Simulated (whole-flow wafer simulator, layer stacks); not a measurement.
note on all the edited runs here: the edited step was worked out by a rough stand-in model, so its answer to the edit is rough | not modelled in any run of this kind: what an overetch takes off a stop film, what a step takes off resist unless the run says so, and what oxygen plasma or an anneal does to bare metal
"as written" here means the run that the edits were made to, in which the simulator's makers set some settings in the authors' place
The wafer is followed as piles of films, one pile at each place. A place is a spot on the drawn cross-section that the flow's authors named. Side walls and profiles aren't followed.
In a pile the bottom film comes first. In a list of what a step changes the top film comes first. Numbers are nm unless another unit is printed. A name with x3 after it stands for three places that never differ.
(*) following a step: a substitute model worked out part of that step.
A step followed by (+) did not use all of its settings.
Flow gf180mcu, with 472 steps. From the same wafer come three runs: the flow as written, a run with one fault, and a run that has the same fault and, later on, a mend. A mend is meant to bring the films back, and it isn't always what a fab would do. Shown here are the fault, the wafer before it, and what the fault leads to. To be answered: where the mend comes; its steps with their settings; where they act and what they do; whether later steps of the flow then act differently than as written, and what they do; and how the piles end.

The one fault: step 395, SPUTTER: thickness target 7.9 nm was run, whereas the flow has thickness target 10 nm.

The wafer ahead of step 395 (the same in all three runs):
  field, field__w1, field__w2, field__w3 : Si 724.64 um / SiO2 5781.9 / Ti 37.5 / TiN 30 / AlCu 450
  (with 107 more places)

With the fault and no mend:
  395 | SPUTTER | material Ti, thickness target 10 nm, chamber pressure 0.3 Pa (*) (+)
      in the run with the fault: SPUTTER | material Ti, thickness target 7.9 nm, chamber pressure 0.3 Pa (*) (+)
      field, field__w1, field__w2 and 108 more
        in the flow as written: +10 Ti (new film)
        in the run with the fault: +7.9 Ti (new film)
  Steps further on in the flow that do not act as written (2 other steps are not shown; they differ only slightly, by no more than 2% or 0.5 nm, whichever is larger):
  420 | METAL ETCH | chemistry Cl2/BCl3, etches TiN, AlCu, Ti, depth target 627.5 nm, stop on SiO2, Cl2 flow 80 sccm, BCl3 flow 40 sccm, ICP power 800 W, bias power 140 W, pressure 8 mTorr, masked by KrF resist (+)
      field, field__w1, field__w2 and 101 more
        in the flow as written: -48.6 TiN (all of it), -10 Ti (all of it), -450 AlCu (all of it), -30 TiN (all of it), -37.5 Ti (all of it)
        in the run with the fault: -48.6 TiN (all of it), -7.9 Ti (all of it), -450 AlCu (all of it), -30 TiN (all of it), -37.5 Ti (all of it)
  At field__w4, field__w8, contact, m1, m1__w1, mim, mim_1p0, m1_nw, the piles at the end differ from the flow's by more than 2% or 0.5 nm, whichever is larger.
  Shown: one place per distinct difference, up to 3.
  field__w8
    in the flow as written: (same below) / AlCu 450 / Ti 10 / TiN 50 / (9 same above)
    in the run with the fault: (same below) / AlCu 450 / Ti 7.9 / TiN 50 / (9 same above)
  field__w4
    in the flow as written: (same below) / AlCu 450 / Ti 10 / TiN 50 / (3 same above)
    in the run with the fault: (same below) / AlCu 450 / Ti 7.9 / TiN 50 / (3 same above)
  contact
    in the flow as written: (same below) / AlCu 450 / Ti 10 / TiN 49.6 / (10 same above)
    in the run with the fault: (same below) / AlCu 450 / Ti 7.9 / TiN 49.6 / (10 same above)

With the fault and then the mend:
  After step 395 comes the mend.
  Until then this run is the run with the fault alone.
  395a | SPUTTER | material Ti, thickness target 2.1 nm, chamber pressure 0.3 Pa (*) (+) (the flow's step 395 again, with other settings)
      field, field__w1, field__w2 and 108 more
        +2.1 Ti
  Later steps of the flow that are run all act as written at every place that is followed.
  The piles end the same as the flow's at every place that both follow.
